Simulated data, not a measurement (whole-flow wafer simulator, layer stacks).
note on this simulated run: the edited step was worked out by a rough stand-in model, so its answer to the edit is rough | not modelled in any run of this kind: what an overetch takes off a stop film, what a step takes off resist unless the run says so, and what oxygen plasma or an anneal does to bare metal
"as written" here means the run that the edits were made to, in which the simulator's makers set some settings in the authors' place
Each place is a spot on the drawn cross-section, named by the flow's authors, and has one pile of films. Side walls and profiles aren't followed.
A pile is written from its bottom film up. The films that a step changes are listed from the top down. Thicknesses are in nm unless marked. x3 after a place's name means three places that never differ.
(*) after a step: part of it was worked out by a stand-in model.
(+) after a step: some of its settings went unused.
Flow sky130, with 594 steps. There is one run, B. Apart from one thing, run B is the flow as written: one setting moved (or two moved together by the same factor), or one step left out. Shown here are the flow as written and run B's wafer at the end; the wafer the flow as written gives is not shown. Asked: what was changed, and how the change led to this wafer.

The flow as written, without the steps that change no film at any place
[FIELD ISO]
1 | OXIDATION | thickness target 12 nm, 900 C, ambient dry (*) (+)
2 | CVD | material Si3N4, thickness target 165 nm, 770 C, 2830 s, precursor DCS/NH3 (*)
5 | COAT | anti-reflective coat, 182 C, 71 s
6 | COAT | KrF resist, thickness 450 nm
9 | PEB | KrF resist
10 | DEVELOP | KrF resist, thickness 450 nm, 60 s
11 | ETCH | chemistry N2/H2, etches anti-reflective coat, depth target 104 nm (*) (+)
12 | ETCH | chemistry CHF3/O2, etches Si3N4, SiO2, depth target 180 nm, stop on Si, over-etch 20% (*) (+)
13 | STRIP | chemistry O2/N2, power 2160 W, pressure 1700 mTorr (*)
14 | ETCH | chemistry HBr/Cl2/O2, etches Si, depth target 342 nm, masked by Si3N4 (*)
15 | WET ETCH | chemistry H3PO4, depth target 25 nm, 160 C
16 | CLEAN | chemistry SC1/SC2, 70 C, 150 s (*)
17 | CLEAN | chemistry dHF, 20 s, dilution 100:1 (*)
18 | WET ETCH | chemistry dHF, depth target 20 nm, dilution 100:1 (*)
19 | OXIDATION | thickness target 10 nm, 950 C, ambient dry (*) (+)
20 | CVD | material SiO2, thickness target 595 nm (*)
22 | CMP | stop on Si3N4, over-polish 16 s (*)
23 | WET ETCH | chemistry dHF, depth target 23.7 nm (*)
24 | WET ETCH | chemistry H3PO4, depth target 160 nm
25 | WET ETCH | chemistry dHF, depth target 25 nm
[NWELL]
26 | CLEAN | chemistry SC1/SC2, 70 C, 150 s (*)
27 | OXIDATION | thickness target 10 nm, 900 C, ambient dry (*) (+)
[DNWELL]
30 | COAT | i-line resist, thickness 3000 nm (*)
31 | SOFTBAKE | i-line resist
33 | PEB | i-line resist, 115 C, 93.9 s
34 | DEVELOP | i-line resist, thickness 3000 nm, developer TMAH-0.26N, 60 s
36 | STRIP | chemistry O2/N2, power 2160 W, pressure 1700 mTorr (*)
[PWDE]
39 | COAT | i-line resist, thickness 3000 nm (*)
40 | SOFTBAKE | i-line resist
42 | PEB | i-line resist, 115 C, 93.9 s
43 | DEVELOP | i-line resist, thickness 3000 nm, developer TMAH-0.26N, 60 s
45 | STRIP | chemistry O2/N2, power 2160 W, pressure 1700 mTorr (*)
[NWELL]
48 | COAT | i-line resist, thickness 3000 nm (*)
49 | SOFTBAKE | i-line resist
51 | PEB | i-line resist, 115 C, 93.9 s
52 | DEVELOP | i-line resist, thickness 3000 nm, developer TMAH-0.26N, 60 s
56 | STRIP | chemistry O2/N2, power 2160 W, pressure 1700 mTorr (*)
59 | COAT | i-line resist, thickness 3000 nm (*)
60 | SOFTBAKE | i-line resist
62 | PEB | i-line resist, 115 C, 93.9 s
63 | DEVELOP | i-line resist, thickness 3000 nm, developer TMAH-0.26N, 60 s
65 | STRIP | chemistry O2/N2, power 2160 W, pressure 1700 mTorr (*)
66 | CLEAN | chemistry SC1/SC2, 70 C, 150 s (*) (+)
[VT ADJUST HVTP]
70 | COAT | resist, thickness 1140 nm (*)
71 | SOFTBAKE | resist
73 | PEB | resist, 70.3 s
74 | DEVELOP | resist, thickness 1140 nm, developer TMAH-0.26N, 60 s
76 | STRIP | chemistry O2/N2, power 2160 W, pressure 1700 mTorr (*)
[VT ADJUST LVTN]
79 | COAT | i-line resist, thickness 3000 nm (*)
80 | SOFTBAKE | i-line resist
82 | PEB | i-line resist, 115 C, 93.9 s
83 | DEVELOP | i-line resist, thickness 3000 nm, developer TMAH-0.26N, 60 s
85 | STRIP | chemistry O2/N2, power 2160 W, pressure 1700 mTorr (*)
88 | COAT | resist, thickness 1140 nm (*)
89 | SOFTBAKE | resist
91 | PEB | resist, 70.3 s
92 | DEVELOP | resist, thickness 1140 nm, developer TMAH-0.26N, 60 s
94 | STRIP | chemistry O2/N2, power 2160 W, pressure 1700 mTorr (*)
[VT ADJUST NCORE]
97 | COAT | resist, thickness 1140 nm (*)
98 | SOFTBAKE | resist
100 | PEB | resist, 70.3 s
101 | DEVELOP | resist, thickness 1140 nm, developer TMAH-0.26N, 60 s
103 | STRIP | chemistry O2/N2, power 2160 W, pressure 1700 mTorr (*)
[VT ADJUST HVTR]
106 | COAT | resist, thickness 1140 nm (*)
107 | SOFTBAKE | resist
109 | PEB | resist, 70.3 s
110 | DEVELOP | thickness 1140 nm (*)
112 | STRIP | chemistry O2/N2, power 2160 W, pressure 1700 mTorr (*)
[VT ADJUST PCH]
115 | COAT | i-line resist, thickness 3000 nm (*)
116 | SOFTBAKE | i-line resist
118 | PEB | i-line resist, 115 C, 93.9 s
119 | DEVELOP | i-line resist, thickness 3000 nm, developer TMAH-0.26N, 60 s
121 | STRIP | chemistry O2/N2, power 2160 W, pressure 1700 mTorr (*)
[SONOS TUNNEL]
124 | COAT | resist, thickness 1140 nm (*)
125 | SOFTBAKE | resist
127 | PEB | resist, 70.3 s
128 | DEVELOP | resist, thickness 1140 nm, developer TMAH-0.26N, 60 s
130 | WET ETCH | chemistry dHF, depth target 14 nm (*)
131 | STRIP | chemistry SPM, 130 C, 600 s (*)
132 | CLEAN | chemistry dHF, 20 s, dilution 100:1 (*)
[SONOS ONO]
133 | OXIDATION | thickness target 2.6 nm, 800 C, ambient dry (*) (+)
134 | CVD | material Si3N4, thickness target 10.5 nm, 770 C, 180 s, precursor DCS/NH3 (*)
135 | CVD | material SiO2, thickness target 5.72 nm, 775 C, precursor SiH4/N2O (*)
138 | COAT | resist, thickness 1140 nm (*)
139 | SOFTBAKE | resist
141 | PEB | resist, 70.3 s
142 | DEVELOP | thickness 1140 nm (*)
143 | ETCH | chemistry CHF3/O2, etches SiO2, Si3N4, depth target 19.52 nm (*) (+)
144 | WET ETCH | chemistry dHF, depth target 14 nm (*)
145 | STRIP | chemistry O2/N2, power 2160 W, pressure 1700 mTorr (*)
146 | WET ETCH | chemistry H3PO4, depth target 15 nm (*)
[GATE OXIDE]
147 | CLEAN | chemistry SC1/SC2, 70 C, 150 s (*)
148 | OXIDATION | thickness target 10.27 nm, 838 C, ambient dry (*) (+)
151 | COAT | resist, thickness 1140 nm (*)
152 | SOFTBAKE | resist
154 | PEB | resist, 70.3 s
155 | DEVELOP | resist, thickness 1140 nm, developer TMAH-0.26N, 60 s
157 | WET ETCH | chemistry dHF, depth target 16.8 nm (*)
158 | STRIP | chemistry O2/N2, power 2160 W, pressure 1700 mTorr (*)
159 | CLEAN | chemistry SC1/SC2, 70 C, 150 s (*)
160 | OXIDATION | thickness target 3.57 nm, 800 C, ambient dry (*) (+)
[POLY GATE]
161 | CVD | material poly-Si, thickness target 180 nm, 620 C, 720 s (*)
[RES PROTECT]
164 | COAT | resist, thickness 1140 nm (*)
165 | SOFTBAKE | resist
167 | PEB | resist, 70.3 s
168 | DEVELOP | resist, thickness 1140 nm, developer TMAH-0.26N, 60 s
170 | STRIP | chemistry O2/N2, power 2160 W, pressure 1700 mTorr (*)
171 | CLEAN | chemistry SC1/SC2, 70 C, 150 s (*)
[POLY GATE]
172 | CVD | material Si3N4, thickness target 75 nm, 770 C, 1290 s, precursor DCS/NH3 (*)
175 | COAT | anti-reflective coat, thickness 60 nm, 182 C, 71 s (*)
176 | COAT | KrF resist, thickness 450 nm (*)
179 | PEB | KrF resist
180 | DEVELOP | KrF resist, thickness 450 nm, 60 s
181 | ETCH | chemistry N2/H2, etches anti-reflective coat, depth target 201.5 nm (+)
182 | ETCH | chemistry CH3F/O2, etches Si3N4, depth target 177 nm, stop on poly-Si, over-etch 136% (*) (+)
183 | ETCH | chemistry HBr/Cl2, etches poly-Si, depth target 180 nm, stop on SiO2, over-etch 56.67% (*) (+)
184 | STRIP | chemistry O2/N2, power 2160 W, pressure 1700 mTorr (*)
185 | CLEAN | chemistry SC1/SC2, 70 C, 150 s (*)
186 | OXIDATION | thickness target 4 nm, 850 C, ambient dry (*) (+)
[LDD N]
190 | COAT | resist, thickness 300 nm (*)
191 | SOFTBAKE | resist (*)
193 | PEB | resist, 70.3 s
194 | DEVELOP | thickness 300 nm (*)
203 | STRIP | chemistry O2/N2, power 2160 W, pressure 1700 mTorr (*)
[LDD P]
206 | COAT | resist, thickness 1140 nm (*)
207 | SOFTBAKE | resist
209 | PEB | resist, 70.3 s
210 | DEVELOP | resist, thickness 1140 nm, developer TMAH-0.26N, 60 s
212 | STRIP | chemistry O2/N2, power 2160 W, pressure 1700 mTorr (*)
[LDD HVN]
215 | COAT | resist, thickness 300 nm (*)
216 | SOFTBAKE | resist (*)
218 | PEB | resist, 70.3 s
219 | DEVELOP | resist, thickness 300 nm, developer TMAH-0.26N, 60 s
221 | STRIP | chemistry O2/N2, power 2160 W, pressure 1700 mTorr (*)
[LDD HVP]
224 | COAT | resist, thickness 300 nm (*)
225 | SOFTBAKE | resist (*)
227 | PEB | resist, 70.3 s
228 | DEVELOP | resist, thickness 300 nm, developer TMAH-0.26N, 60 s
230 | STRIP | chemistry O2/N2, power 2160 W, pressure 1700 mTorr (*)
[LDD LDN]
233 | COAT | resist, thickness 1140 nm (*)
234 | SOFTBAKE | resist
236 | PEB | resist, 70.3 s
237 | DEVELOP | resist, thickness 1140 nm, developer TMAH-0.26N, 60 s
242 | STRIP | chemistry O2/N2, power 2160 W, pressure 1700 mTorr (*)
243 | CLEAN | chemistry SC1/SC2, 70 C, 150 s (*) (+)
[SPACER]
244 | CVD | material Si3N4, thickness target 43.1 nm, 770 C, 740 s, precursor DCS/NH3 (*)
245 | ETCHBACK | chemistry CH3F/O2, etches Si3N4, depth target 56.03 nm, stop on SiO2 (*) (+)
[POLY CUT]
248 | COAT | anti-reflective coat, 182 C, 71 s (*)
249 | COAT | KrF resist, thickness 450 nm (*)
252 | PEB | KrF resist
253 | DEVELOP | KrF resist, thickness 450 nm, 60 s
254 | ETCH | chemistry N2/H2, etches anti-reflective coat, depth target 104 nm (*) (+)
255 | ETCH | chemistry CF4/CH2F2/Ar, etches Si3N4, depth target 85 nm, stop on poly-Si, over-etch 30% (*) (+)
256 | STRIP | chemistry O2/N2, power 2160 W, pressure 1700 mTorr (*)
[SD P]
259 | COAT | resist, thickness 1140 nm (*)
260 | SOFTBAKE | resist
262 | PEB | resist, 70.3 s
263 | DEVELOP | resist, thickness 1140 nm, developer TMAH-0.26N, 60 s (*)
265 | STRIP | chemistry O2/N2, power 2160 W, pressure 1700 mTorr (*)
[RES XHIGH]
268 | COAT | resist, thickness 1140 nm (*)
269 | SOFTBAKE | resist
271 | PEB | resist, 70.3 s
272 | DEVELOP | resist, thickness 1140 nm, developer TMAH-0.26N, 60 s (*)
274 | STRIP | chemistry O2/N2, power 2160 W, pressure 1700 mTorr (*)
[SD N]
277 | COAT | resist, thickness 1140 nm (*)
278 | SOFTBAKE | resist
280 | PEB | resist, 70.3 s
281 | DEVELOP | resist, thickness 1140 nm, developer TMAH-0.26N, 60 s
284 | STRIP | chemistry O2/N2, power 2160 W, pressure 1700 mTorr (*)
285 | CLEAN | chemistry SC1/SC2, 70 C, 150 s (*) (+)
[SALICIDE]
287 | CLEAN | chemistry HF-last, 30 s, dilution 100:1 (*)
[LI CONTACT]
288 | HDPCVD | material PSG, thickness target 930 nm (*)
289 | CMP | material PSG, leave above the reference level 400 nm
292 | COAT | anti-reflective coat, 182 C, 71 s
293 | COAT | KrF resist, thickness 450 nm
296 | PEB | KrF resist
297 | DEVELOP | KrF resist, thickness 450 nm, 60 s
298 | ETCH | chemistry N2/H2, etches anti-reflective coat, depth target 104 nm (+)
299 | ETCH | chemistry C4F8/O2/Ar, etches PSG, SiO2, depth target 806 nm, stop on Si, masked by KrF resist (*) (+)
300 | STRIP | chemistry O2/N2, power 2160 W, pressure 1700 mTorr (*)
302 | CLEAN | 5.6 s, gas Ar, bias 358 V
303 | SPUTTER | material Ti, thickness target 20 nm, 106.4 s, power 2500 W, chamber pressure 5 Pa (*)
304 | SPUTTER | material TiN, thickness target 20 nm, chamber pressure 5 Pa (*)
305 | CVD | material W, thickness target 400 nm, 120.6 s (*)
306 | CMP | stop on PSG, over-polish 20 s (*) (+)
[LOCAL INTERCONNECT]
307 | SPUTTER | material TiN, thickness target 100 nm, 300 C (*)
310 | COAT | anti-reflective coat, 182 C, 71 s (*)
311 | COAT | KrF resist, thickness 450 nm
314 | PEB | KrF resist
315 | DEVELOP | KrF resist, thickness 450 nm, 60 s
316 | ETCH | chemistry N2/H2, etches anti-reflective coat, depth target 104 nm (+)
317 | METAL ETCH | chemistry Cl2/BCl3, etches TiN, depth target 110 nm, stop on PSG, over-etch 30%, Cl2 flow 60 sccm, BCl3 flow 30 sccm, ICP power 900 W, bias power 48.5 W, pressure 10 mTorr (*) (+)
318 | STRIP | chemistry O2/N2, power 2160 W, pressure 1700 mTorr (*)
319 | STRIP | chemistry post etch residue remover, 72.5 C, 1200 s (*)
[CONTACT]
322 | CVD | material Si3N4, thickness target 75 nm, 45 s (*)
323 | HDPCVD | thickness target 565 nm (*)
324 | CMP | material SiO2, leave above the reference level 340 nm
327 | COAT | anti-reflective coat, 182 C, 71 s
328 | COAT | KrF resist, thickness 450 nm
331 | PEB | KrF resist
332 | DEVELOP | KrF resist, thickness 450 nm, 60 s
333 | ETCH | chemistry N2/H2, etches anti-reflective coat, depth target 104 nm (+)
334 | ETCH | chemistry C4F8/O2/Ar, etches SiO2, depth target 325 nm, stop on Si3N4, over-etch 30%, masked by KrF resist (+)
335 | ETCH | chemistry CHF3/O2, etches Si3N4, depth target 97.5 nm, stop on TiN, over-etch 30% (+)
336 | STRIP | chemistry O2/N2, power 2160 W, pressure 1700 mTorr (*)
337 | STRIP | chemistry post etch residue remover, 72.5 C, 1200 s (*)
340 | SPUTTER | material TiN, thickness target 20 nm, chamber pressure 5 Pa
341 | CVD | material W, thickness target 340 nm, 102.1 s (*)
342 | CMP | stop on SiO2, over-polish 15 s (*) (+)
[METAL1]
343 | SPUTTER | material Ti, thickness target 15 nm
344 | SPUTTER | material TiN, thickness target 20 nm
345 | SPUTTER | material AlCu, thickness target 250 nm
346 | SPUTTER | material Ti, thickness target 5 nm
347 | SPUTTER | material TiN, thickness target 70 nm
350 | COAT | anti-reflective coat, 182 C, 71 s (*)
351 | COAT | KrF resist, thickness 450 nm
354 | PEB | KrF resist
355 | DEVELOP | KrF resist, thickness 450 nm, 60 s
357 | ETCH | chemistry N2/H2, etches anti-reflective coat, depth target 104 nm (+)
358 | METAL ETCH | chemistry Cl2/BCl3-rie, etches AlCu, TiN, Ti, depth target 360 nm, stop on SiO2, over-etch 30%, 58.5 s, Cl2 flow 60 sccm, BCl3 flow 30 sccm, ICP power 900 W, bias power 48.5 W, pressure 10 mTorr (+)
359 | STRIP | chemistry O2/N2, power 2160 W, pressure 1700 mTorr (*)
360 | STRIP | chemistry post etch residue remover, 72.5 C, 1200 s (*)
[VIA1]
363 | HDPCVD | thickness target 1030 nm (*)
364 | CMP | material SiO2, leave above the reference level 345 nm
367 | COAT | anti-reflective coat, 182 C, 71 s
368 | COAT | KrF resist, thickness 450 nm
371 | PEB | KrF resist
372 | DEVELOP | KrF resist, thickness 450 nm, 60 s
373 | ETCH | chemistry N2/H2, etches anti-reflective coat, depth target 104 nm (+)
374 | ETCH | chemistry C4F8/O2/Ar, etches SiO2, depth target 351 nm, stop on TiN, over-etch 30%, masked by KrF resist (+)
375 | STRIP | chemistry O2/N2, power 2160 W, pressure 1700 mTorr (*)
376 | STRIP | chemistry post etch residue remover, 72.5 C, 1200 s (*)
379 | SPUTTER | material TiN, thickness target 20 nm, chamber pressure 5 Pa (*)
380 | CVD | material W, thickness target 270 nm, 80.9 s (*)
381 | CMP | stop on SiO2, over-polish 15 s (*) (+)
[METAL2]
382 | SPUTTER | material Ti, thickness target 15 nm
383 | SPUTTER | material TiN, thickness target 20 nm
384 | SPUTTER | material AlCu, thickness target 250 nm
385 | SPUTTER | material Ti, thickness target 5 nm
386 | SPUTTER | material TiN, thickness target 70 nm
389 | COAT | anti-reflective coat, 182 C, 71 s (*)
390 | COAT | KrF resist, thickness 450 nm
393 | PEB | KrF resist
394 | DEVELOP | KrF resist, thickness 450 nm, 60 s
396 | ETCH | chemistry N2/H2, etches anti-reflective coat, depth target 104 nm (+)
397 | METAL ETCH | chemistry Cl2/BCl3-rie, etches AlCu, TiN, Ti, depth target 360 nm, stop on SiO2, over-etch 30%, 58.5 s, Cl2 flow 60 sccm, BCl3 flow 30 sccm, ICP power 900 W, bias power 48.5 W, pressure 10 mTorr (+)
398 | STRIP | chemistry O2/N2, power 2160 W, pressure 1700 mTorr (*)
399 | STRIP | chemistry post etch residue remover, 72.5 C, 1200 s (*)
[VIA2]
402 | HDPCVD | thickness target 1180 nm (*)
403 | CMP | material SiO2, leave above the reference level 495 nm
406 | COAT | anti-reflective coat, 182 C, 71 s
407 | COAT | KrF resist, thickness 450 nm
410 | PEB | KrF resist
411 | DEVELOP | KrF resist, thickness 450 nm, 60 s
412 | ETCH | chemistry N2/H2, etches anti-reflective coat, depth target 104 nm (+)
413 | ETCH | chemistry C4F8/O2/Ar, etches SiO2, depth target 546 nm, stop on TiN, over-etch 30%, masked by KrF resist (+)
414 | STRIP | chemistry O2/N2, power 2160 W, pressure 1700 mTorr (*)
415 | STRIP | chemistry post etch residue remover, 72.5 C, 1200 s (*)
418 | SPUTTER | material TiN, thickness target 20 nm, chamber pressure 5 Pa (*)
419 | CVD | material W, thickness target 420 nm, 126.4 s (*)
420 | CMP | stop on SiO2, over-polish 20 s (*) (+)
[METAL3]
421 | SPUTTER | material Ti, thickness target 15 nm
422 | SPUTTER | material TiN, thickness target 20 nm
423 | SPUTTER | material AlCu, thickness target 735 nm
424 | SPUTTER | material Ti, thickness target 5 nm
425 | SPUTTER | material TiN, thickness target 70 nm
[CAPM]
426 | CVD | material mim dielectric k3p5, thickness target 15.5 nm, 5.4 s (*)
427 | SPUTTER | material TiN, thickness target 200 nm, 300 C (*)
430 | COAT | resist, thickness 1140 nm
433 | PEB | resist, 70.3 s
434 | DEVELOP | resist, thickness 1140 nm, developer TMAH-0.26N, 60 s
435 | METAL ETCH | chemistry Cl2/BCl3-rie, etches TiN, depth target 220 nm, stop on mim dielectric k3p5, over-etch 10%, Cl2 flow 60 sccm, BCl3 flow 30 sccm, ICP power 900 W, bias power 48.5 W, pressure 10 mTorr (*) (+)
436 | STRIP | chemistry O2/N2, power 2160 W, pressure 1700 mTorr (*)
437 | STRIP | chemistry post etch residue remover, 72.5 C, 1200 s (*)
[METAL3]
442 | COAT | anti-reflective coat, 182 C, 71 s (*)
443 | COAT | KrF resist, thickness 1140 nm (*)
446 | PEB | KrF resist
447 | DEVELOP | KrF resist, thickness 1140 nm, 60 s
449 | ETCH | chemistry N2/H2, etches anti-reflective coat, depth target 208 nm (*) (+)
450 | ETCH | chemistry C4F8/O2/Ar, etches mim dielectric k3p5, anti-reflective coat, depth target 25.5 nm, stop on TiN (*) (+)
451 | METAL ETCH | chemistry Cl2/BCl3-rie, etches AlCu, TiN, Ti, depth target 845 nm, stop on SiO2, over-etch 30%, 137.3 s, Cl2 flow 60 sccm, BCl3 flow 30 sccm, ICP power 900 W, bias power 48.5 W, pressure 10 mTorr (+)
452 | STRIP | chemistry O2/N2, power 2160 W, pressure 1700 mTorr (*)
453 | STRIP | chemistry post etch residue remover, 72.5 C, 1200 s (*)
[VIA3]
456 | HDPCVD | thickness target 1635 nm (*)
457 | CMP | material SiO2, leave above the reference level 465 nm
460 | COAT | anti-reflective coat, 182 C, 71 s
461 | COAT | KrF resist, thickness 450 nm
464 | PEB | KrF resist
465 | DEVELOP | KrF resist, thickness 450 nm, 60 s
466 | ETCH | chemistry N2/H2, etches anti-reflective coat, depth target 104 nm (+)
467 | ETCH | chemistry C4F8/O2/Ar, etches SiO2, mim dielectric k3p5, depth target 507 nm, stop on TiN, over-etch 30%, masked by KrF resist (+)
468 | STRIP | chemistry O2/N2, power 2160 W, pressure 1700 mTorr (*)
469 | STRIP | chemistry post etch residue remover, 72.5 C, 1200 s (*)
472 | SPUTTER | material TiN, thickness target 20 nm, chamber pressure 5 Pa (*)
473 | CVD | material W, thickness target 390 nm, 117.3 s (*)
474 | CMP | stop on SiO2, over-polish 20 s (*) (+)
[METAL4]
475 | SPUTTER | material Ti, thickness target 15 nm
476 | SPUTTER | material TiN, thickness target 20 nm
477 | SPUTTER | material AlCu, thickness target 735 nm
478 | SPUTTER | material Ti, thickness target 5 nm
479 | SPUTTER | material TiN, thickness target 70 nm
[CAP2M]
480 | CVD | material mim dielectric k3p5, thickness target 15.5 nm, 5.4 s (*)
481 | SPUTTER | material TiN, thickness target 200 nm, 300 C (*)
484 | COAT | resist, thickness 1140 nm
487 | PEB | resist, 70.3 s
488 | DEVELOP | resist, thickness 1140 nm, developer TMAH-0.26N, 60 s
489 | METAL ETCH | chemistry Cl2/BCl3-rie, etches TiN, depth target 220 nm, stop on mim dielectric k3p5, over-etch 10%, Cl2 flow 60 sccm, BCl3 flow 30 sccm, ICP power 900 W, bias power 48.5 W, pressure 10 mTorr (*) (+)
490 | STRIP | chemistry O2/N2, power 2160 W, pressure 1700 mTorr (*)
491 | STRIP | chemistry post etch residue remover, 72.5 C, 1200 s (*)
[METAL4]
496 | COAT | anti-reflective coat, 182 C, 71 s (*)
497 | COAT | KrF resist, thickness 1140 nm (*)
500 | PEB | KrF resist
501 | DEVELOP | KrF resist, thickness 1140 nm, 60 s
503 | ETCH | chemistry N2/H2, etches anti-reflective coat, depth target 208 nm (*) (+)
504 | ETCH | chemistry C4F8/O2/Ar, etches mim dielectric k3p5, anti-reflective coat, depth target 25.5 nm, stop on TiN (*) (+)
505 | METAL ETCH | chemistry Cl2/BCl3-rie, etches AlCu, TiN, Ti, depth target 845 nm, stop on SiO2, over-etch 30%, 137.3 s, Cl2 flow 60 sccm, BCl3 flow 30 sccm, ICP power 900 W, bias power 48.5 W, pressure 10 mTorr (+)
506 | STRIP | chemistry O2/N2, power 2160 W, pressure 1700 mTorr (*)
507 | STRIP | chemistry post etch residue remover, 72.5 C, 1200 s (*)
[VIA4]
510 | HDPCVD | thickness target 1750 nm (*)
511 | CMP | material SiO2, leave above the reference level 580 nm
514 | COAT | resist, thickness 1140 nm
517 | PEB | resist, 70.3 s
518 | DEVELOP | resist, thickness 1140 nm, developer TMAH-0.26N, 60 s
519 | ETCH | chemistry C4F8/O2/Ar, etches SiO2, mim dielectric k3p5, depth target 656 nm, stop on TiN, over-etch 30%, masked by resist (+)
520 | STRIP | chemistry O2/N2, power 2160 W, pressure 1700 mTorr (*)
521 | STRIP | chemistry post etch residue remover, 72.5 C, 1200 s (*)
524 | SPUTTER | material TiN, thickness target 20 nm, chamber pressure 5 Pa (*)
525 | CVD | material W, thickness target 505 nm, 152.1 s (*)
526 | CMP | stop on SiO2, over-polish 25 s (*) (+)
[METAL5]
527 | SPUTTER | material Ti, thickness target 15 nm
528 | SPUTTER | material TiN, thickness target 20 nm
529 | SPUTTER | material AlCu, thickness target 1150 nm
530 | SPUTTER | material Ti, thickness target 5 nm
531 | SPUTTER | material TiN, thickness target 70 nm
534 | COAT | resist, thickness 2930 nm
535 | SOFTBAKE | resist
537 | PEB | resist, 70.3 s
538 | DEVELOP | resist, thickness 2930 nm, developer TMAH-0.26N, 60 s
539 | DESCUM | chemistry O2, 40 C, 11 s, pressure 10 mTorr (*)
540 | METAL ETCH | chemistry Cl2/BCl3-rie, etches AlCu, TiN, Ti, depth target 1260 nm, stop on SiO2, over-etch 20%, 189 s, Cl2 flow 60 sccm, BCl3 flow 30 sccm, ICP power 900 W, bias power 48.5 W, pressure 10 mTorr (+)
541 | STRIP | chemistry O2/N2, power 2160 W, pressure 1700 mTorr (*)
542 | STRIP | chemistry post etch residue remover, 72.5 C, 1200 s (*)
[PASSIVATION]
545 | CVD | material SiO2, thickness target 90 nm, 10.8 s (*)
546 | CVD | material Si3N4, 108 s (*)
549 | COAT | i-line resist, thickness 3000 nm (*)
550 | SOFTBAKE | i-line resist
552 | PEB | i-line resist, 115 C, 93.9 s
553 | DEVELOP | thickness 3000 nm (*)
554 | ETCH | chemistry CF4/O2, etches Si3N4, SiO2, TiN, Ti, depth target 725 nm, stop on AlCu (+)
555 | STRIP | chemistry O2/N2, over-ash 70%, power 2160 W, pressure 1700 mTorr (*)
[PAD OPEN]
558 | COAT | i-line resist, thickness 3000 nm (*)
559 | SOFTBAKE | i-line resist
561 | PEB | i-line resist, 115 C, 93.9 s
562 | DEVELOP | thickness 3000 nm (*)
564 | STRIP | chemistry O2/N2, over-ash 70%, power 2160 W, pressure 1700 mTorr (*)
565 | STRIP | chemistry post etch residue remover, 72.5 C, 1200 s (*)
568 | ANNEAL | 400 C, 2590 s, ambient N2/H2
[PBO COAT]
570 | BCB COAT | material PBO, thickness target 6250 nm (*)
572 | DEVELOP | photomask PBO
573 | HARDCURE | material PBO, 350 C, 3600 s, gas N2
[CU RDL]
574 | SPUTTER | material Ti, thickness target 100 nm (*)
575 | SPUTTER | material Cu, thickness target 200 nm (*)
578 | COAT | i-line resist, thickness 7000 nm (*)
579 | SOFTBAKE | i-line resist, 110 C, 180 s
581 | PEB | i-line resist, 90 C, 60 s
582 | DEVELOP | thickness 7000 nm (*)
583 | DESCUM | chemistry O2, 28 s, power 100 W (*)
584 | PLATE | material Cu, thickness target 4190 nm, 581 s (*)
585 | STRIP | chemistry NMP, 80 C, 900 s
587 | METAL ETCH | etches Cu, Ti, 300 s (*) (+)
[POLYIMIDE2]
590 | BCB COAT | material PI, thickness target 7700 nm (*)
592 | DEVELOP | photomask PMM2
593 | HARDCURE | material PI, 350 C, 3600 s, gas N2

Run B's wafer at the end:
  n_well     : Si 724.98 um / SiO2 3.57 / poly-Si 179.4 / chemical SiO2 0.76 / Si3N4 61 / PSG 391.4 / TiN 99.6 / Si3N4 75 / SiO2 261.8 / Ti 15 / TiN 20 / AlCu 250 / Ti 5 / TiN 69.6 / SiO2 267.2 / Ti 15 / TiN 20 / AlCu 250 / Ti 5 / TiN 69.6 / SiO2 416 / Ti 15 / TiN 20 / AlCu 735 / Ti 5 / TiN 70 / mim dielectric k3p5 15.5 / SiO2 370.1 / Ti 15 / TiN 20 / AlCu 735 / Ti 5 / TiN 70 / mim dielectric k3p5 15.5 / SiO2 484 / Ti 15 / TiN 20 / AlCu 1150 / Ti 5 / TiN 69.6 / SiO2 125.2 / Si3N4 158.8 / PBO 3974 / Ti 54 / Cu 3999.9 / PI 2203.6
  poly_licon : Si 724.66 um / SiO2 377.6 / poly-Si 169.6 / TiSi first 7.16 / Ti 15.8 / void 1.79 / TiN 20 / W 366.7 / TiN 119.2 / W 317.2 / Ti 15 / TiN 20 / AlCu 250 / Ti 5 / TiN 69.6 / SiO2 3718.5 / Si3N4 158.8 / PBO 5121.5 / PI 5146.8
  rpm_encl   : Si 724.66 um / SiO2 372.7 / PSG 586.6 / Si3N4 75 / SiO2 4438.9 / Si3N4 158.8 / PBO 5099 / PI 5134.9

The reason: step 574, SPUTTER: thickness target 54 nm was run, while the flow as written has thickness target 100 nm.
The wafer itself shows it: n_well has Ti 54, and step 574 as written asks for 100 nm.

The path from the change to this, step by step:
  574 | SPUTTER | material Ti, thickness target 100 nm (*)
      field, active, n_well and 190 more: +54 Ti (new film) (as written it would have been: +100 Ti (new film))
  587 | METAL ETCH | etches Cu, Ti, 300 s (*) (+)
      field, active, gate and 167 more: -200 Cu (all of it), -54 Ti (all of it) (as written it would have been: -200 Cu (all of it), -100 Ti (all of it))
  590 | BCB COAT | material PI, thickness target 7700 nm (*)
      de16_gate_nw: +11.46 um PI (new film) (as written it would have been: +11.5 um PI (new film))
